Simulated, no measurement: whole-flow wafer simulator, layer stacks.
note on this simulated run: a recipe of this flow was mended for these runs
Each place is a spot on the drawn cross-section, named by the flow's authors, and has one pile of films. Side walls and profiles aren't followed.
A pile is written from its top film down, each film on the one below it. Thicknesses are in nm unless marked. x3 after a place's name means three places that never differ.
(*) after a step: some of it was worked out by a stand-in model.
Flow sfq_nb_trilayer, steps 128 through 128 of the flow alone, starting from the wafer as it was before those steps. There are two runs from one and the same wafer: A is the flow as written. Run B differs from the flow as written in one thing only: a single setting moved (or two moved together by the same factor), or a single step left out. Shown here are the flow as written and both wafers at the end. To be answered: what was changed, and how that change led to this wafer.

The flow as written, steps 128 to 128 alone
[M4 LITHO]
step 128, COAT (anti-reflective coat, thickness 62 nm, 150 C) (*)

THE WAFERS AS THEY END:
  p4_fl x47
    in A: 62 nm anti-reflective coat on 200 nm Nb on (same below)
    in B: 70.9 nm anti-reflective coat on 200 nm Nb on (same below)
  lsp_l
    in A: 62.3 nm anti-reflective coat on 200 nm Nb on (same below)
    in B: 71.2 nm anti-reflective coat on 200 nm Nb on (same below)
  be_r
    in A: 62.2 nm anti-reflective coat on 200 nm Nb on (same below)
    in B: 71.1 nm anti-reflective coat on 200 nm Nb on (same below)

Cause: step 128, COAT: thickness 70.9 nm was run, though the flow has thickness 62 nm.
The wafer lets one read it off: p4_fl x47 has anti-reflective coat 70.9, and step 128 as written asks for 62 nm.

Step by step, how the change led to this:
  step 128, COAT (anti-reflective coat, thickness 62 nm, 150 C) (*)
      p4_fl x47, p4_w1 x9, wl_j_sl x15, wl_d_m1, l0r_line_l x3, m0r_space_l x2: A +62 anti-reflective coat (new film) | B +70.9 anti-reflective coat (new film)
      lsp_l, ln_m5, lsp_m, ln_m6, lsp_r, l0_sur, l0v: A +62.3 anti-reflective coat (new film) | B +71.2 anti-reflective coat (new film)
      (and at 22 other places as well)
